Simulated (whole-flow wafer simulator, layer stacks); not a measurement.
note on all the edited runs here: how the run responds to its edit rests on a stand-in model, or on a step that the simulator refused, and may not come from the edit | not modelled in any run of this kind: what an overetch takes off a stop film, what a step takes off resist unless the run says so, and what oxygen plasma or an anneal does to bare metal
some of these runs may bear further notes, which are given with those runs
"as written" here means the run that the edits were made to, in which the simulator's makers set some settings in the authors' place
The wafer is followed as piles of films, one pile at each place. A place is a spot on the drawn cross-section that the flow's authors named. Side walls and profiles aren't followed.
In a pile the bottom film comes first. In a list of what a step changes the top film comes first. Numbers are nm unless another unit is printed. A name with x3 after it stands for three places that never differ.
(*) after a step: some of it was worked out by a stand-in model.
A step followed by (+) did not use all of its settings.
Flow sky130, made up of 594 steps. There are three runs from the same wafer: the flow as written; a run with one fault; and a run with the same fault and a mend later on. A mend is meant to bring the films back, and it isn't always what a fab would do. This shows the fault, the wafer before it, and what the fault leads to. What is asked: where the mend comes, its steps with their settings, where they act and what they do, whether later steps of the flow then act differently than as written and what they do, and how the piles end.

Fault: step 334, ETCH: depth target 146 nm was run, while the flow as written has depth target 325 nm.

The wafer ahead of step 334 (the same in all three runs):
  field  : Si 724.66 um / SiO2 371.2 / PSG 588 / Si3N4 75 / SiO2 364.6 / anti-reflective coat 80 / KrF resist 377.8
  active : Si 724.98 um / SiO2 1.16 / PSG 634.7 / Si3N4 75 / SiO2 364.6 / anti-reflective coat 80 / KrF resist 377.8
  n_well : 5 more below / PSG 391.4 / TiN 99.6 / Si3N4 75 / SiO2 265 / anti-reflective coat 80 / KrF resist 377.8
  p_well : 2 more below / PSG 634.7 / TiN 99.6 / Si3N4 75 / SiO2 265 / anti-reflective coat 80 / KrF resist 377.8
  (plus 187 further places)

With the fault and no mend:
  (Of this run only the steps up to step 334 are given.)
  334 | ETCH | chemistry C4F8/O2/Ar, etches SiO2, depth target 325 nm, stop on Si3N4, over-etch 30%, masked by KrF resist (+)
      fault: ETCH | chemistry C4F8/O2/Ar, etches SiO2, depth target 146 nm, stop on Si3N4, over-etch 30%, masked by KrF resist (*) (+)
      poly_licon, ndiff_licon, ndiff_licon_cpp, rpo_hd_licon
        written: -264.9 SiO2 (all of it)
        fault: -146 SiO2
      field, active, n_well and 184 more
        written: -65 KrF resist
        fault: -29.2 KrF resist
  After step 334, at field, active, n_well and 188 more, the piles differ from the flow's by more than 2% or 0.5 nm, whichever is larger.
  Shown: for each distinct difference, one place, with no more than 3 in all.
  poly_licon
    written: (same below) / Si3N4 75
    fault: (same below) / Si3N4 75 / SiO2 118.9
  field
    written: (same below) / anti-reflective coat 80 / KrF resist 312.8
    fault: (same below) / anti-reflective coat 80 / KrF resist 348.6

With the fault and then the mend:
  After step 334 comes the mend.
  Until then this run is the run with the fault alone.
  334a | ETCH | chemistry C4F8/O2/Ar, etches SiO2, depth target 179 nm, stop on Si3N4, over-etch 30%, masked by KrF resist (+) (the flow's step 334 again, with other settings)
      field, active, n_well and 184 more
        -35.8 KrF resist
      poly_licon, ndiff_licon, ndiff_licon_cpp, rpo_hd_licon
        -118.9 SiO2 (all of it)
  None of the later steps of the flow acts differently than as written at any place that is followed.
  The piles end the same as the flow's at every place that both follow.
